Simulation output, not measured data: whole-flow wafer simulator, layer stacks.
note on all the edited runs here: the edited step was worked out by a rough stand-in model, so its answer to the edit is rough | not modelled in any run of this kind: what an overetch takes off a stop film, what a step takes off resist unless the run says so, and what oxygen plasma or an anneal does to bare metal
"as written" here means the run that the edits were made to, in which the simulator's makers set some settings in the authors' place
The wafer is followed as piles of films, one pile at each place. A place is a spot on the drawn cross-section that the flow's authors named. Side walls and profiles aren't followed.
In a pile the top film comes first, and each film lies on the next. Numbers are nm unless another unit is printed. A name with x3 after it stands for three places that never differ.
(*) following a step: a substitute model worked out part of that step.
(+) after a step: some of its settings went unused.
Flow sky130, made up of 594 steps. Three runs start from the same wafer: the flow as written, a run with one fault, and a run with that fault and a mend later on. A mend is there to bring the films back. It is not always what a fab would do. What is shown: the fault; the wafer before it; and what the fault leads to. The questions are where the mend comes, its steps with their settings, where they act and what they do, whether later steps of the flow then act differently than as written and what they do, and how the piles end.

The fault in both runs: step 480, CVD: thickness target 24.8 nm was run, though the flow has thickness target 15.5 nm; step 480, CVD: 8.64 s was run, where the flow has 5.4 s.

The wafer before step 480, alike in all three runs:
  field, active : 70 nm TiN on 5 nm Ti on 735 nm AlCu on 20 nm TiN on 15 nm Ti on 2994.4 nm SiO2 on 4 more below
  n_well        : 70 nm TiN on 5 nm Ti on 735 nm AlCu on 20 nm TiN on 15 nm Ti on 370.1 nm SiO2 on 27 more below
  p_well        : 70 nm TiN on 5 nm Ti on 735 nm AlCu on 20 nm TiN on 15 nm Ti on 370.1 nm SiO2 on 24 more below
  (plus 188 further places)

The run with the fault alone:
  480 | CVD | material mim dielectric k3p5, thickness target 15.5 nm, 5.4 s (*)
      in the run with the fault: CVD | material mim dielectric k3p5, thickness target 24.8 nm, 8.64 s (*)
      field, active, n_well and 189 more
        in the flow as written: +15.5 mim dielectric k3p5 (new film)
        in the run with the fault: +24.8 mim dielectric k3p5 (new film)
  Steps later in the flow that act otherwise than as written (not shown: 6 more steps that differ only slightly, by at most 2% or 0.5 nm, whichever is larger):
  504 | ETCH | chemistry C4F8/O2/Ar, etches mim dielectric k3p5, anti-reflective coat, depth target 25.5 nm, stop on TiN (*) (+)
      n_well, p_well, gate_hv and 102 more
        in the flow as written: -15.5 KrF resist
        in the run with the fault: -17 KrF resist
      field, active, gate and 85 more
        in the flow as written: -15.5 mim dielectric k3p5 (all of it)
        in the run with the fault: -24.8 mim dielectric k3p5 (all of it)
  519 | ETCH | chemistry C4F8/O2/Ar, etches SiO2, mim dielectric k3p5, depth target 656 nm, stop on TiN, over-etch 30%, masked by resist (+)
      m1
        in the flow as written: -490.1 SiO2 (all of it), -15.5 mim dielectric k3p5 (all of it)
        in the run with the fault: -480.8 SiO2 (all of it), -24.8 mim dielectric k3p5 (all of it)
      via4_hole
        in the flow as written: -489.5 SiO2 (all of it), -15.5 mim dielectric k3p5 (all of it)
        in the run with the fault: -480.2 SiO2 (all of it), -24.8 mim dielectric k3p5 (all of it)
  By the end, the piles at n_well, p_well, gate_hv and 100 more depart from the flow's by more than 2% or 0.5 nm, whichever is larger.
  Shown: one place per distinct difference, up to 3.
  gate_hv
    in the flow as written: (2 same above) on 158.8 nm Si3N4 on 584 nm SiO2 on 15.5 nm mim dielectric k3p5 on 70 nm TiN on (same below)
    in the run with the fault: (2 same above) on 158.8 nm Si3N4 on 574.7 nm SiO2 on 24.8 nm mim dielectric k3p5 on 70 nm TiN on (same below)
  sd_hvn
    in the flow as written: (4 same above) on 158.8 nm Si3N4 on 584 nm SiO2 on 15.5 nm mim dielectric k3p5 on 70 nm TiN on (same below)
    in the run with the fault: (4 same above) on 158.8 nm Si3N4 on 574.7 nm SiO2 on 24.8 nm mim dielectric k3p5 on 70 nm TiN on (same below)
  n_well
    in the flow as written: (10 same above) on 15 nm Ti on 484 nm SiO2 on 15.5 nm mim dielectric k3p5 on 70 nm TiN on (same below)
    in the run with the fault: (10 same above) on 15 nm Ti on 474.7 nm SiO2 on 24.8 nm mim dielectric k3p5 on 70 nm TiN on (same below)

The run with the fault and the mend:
  After step 480 comes the mend.
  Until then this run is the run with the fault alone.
  480a | ETCH | chemistry C4F8/O2/Ar, etches mim dielectric k3p5, anti-reflective coat, depth target 9.3 nm (*) (a further turn of the flow's step 450, with different settings)
      field, active, n_well and 189 more
        -9.3 mim dielectric k3p5
  None of the later steps of the flow acts differently than as written at any place that is followed.
  The piles end the same as the flow's at every place that both follow.
